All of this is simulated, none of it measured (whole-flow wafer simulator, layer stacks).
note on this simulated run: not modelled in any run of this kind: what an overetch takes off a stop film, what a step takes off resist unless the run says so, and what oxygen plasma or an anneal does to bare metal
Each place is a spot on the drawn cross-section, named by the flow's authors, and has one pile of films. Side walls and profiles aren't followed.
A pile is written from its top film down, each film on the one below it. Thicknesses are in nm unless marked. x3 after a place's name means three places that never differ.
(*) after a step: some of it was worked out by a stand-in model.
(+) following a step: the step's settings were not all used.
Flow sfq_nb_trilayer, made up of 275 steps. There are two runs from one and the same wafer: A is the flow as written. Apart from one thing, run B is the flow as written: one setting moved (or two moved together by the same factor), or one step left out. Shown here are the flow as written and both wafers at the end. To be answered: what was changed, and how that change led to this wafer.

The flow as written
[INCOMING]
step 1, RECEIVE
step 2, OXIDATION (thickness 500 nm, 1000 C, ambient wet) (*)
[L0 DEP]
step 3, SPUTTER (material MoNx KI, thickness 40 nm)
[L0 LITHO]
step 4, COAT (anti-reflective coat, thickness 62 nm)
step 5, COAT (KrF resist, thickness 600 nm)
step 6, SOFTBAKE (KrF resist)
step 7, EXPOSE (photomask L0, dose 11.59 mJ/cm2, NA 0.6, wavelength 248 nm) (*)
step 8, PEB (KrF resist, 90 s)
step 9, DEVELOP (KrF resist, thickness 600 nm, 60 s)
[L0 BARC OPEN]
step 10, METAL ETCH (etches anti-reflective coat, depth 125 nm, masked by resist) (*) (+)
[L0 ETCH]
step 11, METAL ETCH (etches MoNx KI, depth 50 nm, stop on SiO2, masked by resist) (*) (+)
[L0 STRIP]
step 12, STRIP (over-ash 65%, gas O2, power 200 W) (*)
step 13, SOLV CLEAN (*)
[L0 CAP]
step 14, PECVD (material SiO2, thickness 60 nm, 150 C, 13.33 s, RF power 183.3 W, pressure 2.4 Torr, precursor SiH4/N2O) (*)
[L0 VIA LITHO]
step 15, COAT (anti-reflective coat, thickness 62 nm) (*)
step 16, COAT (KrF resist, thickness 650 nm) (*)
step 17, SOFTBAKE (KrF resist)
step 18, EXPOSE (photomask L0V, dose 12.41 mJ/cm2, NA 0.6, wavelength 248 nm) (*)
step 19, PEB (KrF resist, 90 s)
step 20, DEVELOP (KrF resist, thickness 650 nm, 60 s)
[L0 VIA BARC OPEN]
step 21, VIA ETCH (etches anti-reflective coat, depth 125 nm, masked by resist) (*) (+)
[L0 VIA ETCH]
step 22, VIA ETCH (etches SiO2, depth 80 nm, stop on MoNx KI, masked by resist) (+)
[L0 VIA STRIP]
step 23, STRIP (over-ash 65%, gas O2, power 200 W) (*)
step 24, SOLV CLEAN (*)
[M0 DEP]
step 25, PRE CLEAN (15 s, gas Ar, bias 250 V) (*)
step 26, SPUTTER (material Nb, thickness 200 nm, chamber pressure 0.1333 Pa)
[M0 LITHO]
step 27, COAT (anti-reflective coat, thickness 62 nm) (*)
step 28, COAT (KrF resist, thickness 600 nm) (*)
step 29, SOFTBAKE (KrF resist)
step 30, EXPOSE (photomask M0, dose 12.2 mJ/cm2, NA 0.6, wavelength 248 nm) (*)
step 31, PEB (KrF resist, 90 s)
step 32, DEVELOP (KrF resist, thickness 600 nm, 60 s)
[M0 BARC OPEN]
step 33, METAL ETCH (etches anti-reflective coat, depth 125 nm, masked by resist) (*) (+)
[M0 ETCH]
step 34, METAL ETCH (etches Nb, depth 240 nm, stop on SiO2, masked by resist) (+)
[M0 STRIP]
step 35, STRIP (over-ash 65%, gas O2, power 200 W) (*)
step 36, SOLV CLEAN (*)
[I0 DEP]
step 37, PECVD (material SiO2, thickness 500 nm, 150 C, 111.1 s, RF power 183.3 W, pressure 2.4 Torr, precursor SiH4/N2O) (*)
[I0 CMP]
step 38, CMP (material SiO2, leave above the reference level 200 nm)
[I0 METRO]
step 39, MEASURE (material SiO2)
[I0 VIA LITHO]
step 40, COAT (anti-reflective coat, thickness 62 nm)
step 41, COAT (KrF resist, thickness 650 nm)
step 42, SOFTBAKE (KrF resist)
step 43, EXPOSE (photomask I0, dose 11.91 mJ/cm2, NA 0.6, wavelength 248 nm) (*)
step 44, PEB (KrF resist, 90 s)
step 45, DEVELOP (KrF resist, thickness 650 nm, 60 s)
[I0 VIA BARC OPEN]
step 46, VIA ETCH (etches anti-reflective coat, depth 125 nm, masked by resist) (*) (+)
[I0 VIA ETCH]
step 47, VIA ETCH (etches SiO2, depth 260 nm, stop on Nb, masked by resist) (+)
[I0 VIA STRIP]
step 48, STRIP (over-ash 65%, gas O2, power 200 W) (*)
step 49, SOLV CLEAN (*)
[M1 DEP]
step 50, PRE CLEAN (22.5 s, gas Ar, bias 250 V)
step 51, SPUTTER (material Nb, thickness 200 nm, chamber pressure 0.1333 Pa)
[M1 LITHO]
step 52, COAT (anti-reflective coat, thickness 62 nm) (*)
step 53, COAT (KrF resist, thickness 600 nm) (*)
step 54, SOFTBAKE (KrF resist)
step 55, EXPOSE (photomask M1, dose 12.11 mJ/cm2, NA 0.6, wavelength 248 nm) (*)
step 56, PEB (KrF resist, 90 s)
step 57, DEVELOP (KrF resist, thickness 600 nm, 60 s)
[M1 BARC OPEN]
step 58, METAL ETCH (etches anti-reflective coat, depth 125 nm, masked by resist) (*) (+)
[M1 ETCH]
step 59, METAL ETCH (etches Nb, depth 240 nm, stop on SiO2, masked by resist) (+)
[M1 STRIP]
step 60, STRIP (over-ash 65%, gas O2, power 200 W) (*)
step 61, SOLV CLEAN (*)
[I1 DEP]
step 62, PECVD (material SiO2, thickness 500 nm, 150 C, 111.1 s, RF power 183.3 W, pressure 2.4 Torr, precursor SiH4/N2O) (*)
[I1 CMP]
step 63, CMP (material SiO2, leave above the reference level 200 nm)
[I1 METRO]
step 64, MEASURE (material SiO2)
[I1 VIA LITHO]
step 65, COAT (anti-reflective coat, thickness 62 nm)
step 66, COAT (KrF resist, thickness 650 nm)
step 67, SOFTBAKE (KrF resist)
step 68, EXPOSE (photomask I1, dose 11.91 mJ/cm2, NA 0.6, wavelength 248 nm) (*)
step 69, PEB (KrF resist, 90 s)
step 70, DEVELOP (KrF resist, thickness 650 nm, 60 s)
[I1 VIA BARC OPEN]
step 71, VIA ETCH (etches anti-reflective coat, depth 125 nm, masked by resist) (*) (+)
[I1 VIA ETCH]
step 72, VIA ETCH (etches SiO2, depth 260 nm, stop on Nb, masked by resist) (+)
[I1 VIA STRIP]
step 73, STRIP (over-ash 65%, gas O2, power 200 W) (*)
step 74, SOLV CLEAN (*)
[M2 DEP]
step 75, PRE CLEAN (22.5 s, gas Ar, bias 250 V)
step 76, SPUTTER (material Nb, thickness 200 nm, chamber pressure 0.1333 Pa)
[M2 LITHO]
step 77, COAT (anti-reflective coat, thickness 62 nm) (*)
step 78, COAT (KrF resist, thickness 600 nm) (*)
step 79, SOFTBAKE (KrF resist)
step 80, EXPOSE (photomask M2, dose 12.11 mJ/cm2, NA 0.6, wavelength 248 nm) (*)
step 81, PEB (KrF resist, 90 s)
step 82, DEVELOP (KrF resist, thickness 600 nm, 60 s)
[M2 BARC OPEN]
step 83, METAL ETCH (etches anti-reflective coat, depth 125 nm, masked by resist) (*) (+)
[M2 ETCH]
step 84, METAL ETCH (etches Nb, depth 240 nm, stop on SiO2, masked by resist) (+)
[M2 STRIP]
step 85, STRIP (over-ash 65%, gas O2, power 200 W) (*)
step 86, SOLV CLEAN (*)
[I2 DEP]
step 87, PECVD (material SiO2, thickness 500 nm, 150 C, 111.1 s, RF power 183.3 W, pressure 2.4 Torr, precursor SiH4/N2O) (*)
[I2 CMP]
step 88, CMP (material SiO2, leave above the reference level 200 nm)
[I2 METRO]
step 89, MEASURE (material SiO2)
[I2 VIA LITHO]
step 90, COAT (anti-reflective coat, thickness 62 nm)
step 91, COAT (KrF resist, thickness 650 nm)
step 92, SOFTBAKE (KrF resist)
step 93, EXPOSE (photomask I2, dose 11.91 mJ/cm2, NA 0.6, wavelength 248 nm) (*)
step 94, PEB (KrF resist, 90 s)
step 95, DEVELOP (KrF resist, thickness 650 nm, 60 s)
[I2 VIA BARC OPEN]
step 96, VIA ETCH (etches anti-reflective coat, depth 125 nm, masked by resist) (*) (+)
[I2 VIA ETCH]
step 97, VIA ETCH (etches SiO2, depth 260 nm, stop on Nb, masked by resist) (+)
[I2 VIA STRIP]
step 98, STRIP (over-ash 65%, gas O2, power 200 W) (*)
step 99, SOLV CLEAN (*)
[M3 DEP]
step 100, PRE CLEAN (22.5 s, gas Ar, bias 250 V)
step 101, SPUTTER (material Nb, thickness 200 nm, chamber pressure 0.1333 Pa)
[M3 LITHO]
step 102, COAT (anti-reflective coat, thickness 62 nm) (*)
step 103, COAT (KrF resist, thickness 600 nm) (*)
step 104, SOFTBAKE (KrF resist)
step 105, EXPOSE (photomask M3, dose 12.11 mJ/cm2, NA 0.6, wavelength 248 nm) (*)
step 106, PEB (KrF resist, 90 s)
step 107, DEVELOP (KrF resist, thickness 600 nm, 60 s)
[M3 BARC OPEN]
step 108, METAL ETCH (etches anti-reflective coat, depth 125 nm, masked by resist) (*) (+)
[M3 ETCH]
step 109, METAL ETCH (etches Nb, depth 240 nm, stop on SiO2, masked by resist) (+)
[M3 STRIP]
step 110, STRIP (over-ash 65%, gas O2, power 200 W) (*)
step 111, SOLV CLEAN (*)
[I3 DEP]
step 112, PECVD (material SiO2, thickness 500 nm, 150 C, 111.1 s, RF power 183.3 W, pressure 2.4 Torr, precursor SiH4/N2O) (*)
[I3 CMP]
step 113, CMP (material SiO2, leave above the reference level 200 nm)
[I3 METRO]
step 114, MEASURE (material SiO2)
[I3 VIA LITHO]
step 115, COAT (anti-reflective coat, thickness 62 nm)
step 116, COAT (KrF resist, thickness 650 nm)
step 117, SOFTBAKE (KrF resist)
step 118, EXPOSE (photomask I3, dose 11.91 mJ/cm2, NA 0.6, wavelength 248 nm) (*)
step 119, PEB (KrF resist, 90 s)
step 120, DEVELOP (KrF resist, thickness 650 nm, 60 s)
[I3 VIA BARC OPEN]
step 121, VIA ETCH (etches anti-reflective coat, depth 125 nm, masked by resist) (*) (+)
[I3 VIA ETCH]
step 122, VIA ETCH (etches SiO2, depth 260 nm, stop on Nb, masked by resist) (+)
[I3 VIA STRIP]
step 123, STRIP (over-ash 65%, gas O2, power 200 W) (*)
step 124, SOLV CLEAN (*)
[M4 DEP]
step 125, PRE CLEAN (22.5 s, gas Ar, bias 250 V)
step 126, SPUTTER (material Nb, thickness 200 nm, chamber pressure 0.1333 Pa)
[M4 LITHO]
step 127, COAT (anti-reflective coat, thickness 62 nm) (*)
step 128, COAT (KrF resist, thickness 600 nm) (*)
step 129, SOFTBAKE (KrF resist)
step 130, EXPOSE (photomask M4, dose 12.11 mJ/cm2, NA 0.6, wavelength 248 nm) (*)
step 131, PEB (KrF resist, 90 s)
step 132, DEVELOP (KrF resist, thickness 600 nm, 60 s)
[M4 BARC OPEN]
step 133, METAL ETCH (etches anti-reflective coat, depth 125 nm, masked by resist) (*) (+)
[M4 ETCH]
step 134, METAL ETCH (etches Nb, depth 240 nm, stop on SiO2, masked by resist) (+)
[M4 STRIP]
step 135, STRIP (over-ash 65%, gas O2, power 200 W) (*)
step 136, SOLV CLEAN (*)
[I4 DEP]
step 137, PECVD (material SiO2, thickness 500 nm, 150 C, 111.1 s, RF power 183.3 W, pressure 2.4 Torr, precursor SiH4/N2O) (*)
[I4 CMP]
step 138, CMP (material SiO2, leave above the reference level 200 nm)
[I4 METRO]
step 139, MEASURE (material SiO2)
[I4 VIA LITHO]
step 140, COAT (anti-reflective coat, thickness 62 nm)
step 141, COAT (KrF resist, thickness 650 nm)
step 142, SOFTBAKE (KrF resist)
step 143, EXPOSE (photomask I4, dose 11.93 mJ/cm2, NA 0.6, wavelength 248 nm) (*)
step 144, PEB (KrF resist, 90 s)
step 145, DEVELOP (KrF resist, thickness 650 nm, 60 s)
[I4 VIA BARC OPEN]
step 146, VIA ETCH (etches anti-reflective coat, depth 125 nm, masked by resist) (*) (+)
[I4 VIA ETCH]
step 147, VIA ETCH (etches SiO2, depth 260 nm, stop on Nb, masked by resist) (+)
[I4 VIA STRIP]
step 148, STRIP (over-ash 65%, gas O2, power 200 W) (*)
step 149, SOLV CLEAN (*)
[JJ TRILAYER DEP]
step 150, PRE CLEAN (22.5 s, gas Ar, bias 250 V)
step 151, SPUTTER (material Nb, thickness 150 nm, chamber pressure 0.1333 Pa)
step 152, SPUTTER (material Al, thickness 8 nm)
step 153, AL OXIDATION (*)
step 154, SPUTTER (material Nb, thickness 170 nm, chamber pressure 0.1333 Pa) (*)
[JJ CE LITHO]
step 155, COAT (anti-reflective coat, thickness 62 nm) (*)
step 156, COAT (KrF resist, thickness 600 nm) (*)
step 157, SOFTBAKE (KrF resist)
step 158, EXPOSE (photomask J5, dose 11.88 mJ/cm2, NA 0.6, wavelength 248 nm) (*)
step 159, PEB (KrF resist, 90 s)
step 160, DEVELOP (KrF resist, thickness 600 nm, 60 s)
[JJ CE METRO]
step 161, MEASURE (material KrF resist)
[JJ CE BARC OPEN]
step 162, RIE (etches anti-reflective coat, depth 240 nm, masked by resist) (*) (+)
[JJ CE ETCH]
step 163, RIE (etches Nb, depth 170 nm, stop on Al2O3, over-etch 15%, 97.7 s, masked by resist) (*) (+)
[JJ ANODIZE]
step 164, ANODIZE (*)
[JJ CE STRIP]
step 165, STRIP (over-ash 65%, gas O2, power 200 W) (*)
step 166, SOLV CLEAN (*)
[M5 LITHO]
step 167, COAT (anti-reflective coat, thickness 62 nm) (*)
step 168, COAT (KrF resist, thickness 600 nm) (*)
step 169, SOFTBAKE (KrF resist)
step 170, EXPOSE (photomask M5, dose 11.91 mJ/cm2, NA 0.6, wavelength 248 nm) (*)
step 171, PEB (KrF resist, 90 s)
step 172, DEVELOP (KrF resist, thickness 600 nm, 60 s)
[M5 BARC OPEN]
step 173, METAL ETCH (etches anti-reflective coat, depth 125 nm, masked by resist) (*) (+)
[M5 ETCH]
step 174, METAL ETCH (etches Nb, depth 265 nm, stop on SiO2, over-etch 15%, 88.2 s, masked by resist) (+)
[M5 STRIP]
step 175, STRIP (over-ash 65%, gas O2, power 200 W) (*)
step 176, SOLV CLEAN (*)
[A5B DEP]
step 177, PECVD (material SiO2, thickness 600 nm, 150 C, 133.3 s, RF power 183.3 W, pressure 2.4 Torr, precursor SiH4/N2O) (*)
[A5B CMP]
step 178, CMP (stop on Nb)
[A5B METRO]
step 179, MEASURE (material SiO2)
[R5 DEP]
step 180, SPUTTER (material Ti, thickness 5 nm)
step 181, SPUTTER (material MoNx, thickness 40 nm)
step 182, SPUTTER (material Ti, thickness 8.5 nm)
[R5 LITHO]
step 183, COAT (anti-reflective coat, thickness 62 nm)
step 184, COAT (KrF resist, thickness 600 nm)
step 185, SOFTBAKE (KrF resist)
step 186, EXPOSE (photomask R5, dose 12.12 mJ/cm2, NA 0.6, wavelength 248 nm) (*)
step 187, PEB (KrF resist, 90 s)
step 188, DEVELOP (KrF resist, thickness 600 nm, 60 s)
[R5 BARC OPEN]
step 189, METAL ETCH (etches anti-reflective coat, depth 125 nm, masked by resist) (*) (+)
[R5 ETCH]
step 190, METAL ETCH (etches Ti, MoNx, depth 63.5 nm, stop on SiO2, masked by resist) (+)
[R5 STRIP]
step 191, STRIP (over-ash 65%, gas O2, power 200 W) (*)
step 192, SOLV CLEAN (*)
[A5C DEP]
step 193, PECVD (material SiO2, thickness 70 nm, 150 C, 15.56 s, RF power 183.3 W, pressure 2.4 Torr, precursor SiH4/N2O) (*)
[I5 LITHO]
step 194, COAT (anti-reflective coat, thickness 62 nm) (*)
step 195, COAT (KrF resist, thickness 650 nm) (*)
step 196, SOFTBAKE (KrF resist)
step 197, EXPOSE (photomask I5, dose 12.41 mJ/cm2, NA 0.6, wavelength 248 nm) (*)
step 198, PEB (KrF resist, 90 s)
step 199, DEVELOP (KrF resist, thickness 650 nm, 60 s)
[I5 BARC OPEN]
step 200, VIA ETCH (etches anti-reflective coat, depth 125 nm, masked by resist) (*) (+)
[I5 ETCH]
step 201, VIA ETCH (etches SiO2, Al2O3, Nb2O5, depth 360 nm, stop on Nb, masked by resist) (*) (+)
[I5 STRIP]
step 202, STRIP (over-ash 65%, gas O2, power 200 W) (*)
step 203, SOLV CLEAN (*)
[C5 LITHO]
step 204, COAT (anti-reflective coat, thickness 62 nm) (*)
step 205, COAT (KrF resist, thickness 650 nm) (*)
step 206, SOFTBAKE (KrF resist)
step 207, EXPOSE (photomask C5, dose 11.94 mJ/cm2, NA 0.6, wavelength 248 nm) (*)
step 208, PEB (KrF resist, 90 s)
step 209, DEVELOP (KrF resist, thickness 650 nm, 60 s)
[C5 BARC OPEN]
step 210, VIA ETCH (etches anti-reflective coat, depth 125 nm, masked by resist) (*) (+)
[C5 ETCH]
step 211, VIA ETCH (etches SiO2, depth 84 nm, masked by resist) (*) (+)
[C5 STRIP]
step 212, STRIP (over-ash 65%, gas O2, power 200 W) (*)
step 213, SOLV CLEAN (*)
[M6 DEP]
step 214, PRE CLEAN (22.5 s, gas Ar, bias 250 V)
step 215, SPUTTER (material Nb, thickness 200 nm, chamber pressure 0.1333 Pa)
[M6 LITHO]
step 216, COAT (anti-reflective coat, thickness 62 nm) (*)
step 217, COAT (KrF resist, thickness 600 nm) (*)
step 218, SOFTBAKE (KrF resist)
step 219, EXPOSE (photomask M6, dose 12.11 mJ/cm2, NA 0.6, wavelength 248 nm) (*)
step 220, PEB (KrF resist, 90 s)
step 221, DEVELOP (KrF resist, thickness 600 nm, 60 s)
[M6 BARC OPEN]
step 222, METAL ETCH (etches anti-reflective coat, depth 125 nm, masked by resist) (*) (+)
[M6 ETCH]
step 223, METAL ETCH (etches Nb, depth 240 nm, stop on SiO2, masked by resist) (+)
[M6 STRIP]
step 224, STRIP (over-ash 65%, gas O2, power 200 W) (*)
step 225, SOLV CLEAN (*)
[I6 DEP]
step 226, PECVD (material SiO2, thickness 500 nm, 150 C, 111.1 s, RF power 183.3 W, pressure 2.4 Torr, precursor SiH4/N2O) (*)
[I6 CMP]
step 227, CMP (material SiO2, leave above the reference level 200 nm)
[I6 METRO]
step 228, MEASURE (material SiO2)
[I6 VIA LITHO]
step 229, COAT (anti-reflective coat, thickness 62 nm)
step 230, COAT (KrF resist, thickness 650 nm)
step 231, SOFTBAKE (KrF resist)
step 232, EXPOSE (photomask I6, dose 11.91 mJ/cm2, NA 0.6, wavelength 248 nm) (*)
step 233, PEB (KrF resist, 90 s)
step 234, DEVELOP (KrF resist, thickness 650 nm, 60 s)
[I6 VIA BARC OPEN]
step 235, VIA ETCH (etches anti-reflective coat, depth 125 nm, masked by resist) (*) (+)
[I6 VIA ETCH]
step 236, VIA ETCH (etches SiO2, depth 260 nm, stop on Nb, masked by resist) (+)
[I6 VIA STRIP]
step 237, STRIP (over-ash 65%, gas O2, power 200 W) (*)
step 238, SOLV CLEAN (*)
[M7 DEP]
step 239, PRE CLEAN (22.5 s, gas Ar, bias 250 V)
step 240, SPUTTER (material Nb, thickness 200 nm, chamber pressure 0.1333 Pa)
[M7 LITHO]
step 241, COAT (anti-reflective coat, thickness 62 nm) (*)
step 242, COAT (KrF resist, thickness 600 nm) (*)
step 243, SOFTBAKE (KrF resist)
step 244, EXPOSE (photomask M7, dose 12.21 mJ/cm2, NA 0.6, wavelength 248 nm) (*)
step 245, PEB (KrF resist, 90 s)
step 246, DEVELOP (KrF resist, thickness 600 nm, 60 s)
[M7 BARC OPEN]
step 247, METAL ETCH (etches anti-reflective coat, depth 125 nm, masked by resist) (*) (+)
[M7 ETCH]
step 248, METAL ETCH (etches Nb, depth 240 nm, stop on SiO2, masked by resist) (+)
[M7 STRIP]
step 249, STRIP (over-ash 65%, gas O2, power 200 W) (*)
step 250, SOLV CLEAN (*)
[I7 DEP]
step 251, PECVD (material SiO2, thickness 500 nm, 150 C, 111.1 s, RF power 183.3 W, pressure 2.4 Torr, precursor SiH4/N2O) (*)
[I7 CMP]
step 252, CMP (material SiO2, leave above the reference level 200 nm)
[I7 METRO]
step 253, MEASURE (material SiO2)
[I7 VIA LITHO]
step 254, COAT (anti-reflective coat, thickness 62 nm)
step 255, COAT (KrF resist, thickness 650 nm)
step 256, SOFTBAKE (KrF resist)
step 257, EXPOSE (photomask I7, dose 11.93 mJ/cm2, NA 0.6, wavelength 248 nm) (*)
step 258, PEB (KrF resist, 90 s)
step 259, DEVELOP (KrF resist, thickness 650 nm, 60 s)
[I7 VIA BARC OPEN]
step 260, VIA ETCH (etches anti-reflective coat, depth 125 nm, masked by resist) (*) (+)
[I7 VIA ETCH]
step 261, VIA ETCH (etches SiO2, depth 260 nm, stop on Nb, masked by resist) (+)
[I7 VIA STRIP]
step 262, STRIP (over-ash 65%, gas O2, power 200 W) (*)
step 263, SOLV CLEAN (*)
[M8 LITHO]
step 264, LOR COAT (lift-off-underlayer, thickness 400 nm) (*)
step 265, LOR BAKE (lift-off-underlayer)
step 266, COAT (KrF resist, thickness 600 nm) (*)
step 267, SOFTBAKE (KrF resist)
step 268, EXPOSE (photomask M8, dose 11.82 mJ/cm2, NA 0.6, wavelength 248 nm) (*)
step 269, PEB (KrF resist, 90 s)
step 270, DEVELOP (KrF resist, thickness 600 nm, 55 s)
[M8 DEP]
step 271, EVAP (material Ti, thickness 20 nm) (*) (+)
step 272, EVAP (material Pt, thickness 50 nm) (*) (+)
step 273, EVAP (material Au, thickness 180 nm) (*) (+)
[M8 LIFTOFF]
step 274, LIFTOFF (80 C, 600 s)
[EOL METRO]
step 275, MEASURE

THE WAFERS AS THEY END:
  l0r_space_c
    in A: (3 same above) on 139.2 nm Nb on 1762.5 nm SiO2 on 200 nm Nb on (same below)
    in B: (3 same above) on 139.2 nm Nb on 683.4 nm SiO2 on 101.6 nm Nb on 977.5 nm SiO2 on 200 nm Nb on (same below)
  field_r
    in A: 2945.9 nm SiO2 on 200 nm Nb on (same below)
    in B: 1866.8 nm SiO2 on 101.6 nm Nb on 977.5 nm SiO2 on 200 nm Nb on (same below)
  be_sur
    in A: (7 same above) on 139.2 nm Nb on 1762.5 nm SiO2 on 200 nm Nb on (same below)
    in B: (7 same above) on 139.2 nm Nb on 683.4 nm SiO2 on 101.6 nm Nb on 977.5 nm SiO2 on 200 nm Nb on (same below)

The reason: step 109, METAL ETCH: depth 98.4 nm was run, whereas the flow has depth 240 nm.

Step by step, how the change led to this:
  step 109, METAL ETCH (etches Nb, depth 240 nm, stop on SiO2, masked by resist) (+)
      field_l, be, be_sur and 72 more: A Nb loses 200 (all of it) | B Nb loses 98.4
      v_sur, via_wl, via_w and 28 more: A KrF resist loses 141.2 | B KrF resist loses 57.9
  step 110, STRIP (over-ash 65%, gas O2, power 200 W) (*)
      p4_w1, p4_w2, p4_w3 and 21 more: A KrF resist loses 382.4 (all of it), anti-reflective coat loses 62 (all of it) | B KrF resist loses 465.7 (all of it), anti-reflective coat loses 62 (all of it)
      via_wl, via_wr: A KrF resist loses 384.2 (all of it), anti-reflective coat loses 34.2 (all of it) | B KrF resist loses 467.5 (all of it), anti-reflective coat loses 34.2 (all of it)
      (also at 5 further places)
  step 112, PECVD (material SiO2, thickness 500 nm, 150 C, 111.1 s, RF power 183.3 W, pressure 2.4 Torr, precursor SiH4/N2O) (*)
      field_l, be, be_sur and 64 more: A SiO2 gains 500 | B SiO2 gains 500 (new film)
      p4_g1, p4_g2, p3_s0, p3_s1, p3_s2, p3_s3, p3_s4, p3_s5: A SiO2 gains 557.1 | B SiO2 gains 500 (new film)
  step 113, CMP (material SiO2, leave above the reference level 200 nm)
      field_l, be, be_sur and 64 more: A SiO2 loses 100 | B SiO2 loses 201.6
      p4_g1, p4_g2, p3_s0, p3_s1, p3_s2, p3_s3, p3_s4, p3_s5: A SiO2 loses 157.1 | B SiO2 loses 201.6
With metal films that touch counted as one body, l0r_space_c has 3 bodies (between them, from the top down: SiO2 683.4; SiO2 977.5); the flow as written gives 2 bodies (between them, from the top down: SiO2 1762.5).
With metal films that touch counted as one body, field_r has 2 bodies (between them, from the top down: SiO2 977.5); the flow as written gives 1 body.
With metal films that touch counted as one body, be_sur has 5 bodies (between them, from the top down: SiO2 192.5; SiO2 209 / Al2O3 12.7 / Nb2O5 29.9; SiO2 683.4; SiO2 977.5); the flow as written gives 4 bodies (between them, from the top down: SiO2 192.5; SiO2 209 / Al2O3 12.7 / Nb2O5 29.9; SiO2 1762.5).
